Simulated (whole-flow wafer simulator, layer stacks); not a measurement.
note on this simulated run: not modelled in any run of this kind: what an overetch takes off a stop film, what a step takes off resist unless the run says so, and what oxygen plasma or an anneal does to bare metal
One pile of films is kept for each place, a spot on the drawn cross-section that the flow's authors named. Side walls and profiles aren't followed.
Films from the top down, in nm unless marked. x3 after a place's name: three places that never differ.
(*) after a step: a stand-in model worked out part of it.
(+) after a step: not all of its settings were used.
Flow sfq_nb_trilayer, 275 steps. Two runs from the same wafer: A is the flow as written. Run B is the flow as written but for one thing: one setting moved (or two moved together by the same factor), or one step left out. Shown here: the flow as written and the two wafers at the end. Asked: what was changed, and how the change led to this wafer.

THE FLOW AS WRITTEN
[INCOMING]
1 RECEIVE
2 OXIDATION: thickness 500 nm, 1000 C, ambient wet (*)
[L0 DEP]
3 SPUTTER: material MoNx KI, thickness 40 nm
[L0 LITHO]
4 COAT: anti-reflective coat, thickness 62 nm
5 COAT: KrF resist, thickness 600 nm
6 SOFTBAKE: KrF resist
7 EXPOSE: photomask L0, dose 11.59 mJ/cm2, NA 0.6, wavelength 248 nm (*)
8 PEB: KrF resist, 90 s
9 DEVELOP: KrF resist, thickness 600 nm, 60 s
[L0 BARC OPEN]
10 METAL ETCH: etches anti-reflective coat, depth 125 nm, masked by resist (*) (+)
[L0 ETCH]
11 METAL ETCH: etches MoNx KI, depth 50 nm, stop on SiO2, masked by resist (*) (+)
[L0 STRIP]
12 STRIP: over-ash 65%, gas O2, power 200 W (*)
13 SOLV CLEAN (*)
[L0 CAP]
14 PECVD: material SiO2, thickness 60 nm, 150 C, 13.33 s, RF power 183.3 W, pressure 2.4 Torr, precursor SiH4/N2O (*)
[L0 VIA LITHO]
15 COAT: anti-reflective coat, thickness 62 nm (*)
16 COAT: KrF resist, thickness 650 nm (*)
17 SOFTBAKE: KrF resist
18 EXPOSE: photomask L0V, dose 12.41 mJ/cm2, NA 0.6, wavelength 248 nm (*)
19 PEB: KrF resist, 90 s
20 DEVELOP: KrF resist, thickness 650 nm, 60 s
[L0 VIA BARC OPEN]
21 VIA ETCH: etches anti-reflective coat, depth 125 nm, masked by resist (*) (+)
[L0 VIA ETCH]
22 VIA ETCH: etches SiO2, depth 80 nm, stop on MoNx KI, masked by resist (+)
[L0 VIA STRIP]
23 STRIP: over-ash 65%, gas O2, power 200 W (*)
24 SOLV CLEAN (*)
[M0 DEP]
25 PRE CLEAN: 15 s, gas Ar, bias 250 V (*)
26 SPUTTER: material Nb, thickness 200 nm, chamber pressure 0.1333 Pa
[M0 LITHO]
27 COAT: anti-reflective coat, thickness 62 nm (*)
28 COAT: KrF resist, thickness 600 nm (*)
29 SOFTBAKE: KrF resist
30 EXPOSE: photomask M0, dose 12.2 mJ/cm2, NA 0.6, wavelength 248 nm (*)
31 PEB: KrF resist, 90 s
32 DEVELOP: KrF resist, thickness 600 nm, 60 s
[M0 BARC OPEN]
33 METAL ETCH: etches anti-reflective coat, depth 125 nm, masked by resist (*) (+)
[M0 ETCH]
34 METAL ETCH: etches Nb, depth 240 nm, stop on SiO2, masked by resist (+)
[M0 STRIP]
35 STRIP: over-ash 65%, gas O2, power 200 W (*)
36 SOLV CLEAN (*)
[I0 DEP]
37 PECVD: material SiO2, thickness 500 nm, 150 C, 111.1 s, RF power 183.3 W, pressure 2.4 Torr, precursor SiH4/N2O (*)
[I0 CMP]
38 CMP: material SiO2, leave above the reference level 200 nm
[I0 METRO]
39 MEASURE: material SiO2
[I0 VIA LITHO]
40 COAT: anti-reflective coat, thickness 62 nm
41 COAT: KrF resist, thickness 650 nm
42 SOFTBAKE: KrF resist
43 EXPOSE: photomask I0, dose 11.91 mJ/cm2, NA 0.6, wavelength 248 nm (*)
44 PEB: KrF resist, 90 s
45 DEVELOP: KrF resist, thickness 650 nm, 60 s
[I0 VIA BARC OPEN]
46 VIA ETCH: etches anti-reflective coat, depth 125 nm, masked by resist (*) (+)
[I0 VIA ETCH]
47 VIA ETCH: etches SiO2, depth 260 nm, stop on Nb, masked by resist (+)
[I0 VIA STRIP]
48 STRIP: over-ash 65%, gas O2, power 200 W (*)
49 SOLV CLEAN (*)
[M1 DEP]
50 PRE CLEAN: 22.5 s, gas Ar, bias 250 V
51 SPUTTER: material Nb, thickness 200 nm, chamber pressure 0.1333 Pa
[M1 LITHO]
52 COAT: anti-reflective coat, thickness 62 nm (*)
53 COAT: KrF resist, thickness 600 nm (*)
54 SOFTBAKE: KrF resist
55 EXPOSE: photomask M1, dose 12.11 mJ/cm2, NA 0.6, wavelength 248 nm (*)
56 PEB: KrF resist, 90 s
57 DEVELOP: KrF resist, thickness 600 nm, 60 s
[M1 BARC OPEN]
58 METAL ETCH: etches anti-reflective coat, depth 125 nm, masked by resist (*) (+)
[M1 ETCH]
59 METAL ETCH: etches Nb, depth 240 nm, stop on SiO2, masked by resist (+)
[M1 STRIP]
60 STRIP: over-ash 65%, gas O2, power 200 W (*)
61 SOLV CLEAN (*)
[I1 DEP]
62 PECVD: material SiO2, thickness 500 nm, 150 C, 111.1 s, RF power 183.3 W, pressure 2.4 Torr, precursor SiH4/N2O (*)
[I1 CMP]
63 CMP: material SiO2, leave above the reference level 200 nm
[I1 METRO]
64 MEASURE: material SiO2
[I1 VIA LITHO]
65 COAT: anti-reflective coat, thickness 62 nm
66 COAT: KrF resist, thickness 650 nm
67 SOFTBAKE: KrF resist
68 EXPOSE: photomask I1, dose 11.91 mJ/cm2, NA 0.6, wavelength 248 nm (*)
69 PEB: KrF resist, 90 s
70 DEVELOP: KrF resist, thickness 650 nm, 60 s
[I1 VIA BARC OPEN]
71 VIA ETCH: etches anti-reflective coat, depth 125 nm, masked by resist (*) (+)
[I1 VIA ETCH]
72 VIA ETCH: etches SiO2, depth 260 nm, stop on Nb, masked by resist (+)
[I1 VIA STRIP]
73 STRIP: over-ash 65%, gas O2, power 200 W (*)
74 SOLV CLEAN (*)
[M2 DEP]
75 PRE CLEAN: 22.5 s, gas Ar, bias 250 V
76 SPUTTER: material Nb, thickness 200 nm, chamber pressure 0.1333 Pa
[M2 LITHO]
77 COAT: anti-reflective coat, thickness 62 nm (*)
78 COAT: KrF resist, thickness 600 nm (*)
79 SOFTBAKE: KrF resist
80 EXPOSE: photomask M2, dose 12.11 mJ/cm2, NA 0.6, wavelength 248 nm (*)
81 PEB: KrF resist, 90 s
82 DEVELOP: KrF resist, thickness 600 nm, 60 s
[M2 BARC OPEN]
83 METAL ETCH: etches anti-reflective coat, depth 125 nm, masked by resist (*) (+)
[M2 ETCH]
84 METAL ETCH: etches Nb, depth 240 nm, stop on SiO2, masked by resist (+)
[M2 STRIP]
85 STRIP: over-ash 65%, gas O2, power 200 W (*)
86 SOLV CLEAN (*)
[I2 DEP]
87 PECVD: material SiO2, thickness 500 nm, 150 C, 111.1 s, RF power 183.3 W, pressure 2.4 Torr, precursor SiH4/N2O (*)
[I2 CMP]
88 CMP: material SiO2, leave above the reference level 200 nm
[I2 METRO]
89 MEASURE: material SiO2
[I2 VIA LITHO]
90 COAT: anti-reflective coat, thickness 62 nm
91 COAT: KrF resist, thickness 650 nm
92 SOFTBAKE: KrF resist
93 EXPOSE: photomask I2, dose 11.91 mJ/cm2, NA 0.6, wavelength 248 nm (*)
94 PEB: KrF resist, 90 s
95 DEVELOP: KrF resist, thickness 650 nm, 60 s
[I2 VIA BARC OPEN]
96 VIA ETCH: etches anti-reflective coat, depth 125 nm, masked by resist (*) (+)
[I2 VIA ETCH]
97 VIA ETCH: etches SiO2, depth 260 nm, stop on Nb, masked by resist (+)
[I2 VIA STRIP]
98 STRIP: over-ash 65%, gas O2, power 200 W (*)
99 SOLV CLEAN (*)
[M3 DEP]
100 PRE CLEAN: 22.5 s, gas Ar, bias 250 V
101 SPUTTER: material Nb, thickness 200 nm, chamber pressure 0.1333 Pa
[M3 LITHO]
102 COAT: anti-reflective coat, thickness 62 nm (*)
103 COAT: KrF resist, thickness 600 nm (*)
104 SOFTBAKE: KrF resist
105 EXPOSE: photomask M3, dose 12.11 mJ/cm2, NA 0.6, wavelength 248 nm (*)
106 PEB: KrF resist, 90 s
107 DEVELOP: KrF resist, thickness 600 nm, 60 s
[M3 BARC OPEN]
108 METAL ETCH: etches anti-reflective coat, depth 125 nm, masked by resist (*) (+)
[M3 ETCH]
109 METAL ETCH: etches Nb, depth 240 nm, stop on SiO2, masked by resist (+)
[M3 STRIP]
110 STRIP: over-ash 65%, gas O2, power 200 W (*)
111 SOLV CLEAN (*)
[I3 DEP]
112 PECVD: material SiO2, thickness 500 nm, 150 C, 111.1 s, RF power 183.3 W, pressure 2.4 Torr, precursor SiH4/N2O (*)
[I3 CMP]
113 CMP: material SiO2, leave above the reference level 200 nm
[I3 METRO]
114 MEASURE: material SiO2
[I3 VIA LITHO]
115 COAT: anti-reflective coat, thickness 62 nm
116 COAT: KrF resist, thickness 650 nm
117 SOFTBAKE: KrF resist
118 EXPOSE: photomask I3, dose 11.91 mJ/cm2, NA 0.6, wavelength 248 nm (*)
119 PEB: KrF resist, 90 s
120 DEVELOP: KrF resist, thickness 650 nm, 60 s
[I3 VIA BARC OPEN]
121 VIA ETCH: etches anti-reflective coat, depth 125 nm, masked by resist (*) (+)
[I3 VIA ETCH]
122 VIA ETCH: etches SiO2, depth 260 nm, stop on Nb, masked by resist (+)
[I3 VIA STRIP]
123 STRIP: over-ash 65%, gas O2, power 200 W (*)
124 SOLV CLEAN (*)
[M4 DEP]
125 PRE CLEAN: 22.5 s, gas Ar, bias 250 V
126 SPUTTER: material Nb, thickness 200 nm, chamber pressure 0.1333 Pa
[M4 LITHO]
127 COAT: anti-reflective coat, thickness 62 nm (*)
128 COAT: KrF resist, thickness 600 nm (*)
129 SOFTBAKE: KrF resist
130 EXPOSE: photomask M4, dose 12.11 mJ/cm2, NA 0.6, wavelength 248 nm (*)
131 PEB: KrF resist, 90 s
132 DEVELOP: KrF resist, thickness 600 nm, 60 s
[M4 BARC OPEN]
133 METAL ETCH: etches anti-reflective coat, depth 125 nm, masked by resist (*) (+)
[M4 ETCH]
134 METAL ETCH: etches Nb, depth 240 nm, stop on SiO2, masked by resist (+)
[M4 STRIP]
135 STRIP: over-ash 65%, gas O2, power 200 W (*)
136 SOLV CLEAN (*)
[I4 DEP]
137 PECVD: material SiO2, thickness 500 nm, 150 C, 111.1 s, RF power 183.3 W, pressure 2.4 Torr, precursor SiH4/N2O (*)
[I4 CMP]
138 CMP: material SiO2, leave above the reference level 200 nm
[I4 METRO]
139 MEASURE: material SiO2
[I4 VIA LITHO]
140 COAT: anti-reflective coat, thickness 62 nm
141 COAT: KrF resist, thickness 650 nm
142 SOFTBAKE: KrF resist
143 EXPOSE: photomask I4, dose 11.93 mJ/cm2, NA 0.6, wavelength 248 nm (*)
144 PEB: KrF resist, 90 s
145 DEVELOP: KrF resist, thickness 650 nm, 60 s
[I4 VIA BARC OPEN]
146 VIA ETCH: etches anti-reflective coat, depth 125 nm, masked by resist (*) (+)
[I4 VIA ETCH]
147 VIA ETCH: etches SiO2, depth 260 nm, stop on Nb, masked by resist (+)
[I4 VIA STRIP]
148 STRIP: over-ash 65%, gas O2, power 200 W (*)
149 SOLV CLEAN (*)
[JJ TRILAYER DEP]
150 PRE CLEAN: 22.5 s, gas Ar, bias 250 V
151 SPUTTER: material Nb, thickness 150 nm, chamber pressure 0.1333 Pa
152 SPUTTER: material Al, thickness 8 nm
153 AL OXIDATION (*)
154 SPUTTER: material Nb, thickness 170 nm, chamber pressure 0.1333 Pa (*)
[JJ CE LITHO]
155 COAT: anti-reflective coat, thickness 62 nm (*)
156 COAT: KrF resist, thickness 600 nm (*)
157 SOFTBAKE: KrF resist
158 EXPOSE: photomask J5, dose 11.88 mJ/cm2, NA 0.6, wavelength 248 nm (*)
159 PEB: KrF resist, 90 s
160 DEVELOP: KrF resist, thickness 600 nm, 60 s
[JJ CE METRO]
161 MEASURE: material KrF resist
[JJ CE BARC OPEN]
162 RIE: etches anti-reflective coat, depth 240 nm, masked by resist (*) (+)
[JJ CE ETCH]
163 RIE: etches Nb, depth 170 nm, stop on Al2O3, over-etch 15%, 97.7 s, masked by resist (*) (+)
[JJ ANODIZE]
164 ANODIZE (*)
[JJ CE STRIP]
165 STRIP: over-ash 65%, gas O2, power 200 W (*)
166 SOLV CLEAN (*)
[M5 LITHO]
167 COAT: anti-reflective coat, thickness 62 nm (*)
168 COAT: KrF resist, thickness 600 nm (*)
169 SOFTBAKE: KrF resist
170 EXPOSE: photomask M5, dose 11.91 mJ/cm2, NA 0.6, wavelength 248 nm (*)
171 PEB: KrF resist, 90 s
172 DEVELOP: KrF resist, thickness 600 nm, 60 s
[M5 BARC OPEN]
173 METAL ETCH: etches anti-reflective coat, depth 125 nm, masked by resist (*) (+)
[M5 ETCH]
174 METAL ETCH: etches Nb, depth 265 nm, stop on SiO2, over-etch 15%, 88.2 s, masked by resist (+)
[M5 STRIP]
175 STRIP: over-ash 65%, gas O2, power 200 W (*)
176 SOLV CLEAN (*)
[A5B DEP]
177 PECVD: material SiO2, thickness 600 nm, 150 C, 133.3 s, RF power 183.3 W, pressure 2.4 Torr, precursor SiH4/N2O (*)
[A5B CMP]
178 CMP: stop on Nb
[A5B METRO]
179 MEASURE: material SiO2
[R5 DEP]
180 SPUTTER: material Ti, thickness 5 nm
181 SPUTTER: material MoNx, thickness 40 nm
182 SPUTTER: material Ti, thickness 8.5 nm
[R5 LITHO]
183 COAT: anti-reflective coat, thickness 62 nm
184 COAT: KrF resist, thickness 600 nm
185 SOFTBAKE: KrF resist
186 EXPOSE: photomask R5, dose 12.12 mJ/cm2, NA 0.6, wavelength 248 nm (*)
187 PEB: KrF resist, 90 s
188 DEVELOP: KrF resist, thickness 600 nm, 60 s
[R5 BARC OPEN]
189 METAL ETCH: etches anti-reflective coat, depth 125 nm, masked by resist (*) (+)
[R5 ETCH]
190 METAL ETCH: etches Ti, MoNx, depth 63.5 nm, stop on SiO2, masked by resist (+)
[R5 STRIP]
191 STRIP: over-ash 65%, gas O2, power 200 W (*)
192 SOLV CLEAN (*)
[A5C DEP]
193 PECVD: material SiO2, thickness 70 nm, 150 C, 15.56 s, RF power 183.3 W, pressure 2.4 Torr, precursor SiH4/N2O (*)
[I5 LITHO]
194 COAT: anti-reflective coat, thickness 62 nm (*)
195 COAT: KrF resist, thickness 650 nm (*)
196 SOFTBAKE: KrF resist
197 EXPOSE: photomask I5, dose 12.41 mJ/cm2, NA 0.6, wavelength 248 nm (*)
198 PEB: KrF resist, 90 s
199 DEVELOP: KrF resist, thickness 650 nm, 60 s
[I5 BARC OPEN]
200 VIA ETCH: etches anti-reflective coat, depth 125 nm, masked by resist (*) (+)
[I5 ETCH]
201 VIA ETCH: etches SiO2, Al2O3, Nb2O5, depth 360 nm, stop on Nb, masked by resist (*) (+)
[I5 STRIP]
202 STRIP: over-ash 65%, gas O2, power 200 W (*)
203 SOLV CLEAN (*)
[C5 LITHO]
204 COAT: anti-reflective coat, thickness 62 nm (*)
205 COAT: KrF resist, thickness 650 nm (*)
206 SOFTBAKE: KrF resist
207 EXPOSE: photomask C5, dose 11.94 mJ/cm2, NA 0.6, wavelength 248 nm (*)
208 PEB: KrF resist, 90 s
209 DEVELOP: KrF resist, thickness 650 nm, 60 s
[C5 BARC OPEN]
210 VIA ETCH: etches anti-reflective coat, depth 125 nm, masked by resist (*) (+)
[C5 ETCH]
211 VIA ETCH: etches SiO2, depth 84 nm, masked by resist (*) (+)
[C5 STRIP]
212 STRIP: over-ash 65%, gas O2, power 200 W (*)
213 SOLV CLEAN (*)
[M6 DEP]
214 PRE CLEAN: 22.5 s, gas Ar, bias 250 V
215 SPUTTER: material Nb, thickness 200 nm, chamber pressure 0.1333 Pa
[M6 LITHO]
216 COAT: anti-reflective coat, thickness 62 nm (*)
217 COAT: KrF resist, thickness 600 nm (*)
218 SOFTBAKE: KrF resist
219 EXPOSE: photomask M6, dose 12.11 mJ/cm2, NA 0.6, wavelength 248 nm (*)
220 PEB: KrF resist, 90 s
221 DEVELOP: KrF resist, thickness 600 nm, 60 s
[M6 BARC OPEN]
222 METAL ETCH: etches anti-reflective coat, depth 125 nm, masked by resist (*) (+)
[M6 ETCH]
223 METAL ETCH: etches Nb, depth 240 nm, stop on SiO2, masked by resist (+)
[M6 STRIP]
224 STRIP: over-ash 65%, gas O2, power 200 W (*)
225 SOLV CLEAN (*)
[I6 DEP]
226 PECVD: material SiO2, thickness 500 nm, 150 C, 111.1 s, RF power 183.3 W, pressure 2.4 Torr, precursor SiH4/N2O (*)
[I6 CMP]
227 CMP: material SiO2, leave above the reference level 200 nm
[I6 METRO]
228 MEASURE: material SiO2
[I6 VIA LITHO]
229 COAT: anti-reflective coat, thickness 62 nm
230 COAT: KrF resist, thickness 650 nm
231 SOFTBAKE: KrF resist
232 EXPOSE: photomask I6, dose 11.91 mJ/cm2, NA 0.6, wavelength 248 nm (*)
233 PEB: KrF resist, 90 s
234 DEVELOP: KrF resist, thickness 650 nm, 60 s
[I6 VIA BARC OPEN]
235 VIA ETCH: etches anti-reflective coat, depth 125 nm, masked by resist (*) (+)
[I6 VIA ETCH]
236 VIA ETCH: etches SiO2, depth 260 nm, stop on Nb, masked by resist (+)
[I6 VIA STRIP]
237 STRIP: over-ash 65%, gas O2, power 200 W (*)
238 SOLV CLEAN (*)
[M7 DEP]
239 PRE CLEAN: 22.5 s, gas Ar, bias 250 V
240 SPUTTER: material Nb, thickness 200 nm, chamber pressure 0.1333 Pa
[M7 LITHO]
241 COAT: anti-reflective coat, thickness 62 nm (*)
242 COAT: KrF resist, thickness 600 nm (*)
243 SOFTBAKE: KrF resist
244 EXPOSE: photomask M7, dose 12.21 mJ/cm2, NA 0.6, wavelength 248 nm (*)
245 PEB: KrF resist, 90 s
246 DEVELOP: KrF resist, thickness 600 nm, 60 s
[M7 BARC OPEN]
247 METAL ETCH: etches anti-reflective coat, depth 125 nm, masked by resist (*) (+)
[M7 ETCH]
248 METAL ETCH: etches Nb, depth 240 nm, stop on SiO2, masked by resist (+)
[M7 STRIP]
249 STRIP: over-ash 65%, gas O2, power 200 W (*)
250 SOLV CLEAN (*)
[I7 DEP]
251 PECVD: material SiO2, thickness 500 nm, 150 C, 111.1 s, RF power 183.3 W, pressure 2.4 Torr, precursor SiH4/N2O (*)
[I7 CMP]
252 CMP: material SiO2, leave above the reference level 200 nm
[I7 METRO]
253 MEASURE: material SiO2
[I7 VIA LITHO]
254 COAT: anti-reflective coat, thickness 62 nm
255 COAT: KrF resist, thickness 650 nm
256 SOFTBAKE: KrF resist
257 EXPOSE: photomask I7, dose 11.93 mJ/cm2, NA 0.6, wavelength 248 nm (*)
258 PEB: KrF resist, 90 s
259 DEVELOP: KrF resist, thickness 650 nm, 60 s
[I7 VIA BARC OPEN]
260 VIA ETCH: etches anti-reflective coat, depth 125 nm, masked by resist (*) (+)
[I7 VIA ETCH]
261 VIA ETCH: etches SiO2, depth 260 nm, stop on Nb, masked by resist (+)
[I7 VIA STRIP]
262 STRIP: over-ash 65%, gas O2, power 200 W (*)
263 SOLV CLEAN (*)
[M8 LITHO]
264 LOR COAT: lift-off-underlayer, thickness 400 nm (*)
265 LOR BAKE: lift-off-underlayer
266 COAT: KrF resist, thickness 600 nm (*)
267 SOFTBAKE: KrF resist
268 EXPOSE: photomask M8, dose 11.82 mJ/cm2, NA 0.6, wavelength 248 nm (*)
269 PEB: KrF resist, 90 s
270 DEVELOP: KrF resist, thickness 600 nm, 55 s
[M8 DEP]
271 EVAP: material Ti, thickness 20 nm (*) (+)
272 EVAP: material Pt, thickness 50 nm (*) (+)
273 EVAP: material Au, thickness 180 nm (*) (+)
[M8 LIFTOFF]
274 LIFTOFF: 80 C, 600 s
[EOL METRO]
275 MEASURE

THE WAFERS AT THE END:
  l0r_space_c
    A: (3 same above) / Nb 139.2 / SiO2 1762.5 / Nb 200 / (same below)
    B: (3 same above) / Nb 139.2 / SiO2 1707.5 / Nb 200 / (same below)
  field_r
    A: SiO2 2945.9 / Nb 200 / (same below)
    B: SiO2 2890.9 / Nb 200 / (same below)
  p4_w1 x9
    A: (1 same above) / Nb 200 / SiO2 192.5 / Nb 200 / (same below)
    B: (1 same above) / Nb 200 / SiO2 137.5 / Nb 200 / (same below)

The cause: step 113, CMP: leave above the reference level 145 nm was run, where the flow has leave above the reference level 200 nm.

How the change led to this, step by step:
  113 CMP: material SiO2, leave above the reference level 200 nm
      field_l, be, be_sur and 64 more: A SiO2 -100 | B SiO2 -155
      v_sur, via_wl, via_wr and 27 more: A SiO2 -300 | B SiO2 -355
      (and at 9 more places)
  122 VIA ETCH: etches SiO2, depth 260 nm, stop on Nb, masked by resist (+)
      field_l, v_sur, via_wl and 102 more: A KrF resist -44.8 | B KrF resist -37.5
      via_v: A SiO2 -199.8 (all of it) | B SiO2 -144.8 (all of it)
  126 SPUTTER: material Nb, thickness 200 nm, chamber pressure 0.1333 Pa
      via_v: A Nb +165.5 | B Nb +177.6
  127 COAT: anti-reflective coat, thickness 62 nm (*)
      via_sp: A anti-reflective coat +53 (new film) | B anti-reflective coat +54.1 (new film)
      via_v: A anti-reflective coat +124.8 (new film) | B anti-reflective coat +111.6 (new film)
  128 COAT: KrF resist, thickness 600 nm (*)
      via_v: A KrF resist +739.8 (new film) | B KrF resist +694.7 (new film)
  135 STRIP: over-ash 65%, gas O2, power 200 W (*)
      via_sp: A KrF resist -373.9 (all of it), anti-reflective coat -53 (all of it) | B KrF resist -377.6 (all of it), anti-reflective coat -54.1 (all of it)
      via_v: A KrF resist -521.8 (all of it), anti-reflective coat -124.8 (all of it) | B KrF resist -476.9 (all of it), anti-reflective coat -111.6 (all of it)
  137 PECVD: material SiO2, thickness 500 nm, 150 C, 111.1 s, RF power 183.3 W, pressure 2.4 Torr, precursor SiH4/N2O (*)
      via_v: A SiO2 +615 (new film) | B SiO2 +523.4 (new film)
  138 CMP: material SiO2, leave above the reference level 200 nm
      via_v: A SiO2 -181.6 | B SiO2 -157.1
